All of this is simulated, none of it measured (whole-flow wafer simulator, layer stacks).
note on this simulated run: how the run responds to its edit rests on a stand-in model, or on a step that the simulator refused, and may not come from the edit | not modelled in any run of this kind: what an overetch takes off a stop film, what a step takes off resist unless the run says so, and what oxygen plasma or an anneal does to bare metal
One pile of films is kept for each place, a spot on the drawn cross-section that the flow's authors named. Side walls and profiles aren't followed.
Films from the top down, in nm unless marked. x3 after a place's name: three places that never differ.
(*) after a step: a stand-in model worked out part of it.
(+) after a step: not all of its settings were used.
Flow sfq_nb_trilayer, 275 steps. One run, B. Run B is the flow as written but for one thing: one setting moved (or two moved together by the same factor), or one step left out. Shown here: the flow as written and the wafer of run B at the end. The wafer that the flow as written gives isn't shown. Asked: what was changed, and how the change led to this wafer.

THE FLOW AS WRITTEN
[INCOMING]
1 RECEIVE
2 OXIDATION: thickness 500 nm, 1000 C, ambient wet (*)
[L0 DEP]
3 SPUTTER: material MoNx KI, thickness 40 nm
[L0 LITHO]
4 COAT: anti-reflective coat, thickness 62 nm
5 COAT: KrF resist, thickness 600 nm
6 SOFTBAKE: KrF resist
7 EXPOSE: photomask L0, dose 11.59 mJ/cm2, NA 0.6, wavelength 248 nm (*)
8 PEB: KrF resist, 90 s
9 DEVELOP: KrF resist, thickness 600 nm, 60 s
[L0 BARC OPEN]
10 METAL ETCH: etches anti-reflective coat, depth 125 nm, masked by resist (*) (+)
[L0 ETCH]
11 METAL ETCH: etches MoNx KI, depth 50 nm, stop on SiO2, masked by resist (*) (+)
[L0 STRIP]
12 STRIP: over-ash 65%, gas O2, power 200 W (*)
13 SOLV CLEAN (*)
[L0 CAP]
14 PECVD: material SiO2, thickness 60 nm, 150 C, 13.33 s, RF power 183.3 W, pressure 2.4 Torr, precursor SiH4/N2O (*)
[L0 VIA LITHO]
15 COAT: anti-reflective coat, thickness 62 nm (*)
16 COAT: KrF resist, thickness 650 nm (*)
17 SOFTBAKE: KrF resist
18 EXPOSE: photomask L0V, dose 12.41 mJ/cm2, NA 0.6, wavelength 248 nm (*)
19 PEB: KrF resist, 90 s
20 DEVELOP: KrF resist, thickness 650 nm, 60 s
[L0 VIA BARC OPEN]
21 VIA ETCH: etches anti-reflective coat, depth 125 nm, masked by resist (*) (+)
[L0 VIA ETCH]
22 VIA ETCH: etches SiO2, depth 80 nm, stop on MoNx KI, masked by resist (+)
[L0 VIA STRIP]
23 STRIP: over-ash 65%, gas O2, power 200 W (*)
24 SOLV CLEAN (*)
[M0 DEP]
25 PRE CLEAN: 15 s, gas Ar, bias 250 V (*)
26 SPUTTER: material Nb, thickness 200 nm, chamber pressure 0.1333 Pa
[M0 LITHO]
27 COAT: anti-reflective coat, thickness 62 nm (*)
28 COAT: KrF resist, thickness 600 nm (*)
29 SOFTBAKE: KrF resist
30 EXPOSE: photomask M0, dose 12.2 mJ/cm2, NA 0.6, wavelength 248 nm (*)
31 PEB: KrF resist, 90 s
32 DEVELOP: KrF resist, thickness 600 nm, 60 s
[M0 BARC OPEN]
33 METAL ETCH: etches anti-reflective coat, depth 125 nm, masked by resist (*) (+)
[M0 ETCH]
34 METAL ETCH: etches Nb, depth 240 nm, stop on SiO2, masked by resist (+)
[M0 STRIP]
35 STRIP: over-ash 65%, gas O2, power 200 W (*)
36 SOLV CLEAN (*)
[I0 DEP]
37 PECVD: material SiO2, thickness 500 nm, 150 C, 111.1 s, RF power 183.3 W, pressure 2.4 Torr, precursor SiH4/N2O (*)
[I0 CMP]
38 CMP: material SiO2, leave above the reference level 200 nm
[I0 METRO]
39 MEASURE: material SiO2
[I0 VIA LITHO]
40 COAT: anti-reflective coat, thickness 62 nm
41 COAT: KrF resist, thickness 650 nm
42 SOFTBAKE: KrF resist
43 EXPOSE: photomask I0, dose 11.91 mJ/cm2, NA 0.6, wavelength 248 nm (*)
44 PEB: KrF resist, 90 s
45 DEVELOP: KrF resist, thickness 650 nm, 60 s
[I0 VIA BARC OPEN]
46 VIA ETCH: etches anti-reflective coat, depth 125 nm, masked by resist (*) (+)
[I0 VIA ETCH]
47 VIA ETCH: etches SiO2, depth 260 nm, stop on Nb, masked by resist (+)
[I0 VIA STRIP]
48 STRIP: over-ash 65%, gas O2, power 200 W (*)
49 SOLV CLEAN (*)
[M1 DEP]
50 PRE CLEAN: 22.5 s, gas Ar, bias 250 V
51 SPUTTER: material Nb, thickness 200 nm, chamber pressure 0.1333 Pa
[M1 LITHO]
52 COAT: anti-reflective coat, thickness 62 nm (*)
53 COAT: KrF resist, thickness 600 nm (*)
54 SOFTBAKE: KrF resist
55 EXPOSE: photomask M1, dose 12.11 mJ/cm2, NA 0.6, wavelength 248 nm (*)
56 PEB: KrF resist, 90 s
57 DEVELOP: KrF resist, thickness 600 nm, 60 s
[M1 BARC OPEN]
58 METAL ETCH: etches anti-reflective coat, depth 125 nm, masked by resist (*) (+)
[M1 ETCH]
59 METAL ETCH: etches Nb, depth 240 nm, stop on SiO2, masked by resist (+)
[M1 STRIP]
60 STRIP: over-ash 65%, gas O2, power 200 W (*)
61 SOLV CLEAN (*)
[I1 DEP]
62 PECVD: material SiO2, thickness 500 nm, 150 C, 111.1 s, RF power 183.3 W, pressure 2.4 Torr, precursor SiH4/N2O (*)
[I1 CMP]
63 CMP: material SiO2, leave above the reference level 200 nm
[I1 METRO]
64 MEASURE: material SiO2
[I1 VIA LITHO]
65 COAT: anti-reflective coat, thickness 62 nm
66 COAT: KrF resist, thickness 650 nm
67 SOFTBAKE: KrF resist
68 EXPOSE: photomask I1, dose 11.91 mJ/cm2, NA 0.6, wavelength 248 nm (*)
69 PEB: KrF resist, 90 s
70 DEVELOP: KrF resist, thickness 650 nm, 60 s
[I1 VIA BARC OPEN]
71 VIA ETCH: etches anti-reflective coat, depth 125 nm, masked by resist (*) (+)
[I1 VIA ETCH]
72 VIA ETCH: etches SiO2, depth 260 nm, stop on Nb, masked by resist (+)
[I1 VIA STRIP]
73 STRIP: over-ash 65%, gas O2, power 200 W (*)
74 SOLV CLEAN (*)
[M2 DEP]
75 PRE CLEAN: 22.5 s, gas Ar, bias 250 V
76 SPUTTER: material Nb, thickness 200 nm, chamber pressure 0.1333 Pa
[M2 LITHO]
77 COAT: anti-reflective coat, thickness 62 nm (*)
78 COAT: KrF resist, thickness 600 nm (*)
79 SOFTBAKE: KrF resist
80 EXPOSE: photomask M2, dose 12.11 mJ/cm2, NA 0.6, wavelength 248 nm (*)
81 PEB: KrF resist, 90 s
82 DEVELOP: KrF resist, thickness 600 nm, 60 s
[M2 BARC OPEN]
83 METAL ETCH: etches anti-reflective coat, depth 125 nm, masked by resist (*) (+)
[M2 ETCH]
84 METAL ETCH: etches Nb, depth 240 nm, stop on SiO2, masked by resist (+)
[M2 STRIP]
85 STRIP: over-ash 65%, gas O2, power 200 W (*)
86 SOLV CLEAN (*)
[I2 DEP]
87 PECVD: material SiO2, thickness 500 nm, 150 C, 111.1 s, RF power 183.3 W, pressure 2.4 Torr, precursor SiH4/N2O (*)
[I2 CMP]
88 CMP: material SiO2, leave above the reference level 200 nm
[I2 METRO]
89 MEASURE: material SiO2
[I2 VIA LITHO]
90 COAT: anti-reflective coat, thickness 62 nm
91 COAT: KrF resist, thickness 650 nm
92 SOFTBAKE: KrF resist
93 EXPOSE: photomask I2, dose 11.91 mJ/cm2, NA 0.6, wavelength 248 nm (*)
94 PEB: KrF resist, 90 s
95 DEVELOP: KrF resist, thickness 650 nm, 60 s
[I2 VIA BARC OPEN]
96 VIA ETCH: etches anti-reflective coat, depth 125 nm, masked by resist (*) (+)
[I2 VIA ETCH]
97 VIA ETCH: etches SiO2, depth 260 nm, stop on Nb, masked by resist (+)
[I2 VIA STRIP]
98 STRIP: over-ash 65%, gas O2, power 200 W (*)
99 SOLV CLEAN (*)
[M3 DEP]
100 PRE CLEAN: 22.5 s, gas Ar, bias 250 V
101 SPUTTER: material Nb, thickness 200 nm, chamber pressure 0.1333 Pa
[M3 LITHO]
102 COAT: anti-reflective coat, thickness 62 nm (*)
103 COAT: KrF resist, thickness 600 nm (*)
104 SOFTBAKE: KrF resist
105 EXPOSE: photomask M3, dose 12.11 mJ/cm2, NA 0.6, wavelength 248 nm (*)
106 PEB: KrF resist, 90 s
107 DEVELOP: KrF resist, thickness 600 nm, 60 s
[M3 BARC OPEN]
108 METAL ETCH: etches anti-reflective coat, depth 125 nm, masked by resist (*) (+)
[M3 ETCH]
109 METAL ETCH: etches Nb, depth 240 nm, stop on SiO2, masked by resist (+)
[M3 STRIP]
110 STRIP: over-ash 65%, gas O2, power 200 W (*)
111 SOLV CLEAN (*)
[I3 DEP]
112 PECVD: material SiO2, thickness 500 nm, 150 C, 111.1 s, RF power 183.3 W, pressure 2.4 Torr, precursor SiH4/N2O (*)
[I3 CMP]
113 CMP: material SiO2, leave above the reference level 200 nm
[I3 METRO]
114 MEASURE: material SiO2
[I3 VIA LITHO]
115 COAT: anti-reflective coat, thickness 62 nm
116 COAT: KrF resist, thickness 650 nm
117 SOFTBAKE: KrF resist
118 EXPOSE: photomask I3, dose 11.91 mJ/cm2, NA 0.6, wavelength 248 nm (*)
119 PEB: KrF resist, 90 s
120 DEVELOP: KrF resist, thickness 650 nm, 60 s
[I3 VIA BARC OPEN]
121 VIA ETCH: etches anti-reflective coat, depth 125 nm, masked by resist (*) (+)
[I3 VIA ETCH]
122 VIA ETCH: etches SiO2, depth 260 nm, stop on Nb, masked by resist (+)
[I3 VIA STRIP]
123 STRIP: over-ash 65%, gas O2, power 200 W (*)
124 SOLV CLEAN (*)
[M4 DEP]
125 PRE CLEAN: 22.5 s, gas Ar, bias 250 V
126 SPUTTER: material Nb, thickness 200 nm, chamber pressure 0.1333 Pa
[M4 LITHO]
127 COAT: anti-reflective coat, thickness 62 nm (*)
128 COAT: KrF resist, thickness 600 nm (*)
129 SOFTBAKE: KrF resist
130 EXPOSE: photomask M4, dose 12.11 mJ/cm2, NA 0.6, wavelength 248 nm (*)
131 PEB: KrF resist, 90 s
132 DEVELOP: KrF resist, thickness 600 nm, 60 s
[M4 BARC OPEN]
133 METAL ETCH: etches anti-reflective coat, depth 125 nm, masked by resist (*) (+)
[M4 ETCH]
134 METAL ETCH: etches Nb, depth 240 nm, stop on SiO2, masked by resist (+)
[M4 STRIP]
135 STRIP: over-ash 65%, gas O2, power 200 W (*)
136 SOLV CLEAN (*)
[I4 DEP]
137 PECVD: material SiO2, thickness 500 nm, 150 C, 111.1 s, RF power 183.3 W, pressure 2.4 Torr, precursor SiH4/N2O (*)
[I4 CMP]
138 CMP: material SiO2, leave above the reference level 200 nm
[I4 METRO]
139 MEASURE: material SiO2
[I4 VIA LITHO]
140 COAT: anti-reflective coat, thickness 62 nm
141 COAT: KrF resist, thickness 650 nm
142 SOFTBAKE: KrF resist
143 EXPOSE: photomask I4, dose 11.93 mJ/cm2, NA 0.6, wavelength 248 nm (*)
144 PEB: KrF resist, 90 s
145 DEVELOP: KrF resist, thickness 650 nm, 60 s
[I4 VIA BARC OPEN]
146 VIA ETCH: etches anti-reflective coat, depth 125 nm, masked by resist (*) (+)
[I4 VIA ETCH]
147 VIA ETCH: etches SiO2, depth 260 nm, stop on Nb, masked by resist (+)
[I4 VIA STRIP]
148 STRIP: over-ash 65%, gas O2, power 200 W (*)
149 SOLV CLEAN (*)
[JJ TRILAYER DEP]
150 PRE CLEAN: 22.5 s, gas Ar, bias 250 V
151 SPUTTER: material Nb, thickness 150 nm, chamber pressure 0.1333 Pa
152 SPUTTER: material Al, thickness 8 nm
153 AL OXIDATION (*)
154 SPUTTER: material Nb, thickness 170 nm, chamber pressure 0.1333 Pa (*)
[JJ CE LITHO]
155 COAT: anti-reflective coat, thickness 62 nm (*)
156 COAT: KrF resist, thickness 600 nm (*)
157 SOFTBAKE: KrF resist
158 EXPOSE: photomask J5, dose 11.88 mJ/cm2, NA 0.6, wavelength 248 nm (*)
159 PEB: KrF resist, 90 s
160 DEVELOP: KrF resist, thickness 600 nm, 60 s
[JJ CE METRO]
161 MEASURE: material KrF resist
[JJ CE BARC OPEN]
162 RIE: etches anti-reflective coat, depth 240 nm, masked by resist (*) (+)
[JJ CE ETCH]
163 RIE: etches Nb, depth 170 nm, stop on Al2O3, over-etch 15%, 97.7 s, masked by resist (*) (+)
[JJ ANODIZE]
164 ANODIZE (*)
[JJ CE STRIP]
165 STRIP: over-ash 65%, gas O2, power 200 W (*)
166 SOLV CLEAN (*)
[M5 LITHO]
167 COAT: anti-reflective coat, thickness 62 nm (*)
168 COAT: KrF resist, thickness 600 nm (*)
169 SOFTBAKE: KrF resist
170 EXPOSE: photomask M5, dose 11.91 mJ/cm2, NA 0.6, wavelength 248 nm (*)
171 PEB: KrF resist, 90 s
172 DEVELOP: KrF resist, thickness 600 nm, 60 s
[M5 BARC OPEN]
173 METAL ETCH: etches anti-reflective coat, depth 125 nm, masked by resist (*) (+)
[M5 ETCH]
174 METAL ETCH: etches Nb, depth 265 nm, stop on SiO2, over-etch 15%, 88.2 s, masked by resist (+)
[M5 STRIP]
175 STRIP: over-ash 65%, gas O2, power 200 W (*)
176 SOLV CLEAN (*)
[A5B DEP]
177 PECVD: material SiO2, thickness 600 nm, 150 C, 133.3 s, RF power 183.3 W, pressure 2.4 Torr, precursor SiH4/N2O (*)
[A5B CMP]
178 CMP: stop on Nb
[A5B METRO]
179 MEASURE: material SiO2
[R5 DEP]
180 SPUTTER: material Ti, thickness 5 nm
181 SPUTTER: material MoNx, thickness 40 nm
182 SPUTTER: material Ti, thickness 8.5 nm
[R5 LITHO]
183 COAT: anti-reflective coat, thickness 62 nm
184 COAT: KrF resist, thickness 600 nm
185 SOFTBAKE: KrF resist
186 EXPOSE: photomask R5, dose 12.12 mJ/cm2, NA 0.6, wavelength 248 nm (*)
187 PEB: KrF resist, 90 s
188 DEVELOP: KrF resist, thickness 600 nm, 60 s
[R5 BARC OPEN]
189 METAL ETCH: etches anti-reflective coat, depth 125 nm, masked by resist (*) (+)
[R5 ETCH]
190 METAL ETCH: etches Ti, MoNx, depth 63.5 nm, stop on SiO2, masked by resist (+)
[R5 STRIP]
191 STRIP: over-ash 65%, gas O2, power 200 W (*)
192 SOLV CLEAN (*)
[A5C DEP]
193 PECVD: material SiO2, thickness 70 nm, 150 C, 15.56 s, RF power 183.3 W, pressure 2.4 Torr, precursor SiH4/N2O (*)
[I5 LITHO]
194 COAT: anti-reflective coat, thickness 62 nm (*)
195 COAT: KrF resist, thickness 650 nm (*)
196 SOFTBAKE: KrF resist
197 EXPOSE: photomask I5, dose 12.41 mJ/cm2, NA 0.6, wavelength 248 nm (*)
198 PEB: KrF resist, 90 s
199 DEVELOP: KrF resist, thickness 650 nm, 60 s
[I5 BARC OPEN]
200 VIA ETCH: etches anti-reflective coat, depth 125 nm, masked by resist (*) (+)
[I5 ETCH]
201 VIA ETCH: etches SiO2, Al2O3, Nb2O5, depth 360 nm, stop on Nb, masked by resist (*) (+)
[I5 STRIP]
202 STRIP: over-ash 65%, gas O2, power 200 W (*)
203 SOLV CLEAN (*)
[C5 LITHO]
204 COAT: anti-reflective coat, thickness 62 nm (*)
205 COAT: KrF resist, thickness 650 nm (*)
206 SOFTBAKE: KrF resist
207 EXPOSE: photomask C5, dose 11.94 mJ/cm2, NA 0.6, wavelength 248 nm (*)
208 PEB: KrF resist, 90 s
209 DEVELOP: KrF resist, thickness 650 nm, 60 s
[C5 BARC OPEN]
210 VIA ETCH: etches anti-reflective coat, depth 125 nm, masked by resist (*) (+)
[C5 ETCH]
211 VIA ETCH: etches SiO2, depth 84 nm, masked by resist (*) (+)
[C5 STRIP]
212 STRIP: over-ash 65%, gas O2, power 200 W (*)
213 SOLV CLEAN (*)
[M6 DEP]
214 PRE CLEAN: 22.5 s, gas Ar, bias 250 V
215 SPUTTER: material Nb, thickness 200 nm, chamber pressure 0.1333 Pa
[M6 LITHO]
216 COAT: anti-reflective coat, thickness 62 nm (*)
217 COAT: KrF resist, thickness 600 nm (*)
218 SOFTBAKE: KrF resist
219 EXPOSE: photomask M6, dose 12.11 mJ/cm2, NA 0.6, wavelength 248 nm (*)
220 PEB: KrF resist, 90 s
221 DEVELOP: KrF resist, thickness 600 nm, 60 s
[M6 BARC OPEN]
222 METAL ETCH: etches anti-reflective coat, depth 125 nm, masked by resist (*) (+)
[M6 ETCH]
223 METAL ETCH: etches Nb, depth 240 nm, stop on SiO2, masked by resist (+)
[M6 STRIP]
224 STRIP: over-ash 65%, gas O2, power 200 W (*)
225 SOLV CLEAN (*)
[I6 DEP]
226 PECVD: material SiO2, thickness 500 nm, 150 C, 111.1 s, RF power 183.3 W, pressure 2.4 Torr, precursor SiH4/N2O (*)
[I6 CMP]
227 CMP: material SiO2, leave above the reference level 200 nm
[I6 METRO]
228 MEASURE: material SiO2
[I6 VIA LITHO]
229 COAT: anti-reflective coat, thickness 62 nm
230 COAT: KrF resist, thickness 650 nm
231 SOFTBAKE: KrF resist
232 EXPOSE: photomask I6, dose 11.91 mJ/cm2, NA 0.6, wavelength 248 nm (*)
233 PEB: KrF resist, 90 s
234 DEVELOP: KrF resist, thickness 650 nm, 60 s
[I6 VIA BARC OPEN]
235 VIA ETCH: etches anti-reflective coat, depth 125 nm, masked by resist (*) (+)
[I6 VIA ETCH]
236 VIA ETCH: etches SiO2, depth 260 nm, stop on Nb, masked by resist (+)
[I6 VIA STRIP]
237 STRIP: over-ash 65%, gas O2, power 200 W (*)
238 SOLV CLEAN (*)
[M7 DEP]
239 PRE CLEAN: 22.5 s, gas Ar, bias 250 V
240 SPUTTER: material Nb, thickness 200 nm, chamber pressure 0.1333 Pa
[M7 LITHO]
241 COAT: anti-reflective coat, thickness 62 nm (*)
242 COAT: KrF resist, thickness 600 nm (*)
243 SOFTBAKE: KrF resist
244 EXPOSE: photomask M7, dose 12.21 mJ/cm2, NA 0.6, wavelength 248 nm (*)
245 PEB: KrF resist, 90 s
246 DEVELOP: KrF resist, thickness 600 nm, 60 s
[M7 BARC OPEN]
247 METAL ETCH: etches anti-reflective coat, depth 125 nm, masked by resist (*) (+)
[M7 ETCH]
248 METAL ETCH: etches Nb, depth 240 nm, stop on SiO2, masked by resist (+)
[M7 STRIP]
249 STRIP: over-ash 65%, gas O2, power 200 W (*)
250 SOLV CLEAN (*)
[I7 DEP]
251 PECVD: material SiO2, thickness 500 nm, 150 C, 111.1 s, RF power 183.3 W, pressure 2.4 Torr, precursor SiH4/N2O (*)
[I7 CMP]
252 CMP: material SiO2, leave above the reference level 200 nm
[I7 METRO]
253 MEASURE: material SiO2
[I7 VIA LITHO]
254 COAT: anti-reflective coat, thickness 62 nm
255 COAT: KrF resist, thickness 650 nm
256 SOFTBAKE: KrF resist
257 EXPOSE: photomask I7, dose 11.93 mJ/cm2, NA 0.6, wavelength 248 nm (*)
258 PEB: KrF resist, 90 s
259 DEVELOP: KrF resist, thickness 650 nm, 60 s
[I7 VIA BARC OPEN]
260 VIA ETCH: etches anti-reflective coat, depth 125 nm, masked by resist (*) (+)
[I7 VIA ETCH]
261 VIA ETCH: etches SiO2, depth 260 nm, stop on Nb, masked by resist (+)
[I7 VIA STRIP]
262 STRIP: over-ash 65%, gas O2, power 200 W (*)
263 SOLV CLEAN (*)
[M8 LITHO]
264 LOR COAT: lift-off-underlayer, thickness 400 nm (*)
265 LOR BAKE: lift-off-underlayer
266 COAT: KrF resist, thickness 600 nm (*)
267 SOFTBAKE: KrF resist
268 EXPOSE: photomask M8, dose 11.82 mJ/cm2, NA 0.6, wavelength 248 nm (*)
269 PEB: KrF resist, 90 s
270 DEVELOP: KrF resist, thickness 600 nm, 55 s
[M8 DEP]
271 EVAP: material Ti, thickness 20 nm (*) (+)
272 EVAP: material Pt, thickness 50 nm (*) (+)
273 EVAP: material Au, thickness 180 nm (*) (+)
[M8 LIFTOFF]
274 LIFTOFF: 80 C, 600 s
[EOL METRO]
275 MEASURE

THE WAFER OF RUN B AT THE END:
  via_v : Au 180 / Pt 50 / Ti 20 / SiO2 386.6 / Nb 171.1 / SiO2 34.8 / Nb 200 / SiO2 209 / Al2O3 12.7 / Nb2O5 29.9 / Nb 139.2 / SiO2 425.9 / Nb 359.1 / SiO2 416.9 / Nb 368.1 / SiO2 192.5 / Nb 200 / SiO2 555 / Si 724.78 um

The cause: step 236, VIA ETCH: depth 157.5 nm was run, where the flow has depth 260 nm.

How the change led to this, step by step:
  236 VIA ETCH: etches SiO2, depth 260 nm, stop on Nb, masked by resist (+)
      via_v: SiO2 -157.5 (as written it would be: SiO2 -199.8 (all of it))
      field_l, v_sur, via_wl and 102 more: KrF resist -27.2 (as written it would be: KrF resist -44.8)
  237 STRIP: over-ash 65%, gas O2, power 200 W (*)
      field_l, v_sur, via_wl and 102 more: KrF resist -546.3 (all of it), anti-reflective coat -62 (all of it) (as written it would be: KrF resist -528.6 (all of it), anti-reflective coat -62 (all of it))
  239 PRE CLEAN: 22.5 s, gas Ar, bias 250 V
      via_v: SiO2 -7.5 (as written it would be: Nb -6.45)
  240 SPUTTER: material Nb, thickness 200 nm, chamber pressure 0.1333 Pa
      via_v: Nb +171.1 (new film) (as written it would be: Nb +161.1)
  241 COAT: anti-reflective coat, thickness 62 nm (*)
      via_v: anti-reflective coat +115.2 (new film) (as written it would be: anti-reflective coat +126 (new film))
  242 COAT: KrF resist, thickness 600 nm (*)
      via_v: KrF resist +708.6 (new film) (as written it would be: KrF resist +742.5 (new film))
  249 STRIP: over-ash 65%, gas O2, power 200 W (*)
      via_v: KrF resist -490.7 (all of it), anti-reflective coat -115.2 (all of it) (as written it would be: KrF resist -524.5 (all of it), anti-reflective coat -126 (all of it))
  251 PECVD: material SiO2, thickness 500 nm, 150 C, 111.1 s, RF power 183.3 W, pressure 2.4 Torr, precursor SiH4/N2O (*)
      via_v: SiO2 +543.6 (new film) (as written it would be: SiO2 +621 (new film))
  252 CMP: material SiO2, leave above the reference level 200 nm
      via_v: SiO2 -157.1 (as written it would be: SiO2 -183.1)
Counting metal films that touch as one body, via_v has 7 bodies (between them, from the top down: SiO2 386.6; SiO2 34.8; SiO2 209 / Al2O3 12.7 / Nb2O5 29.9; SiO2 425.9; SiO2 416.9; SiO2 192.5); the flow as written gives 6 bodies (between them, from the top down: SiO2 437.8; SiO2 209 / Al2O3 12.7 / Nb2O5 29.9; SiO2 425.9; SiO2 416.9; SiO2 192.5).
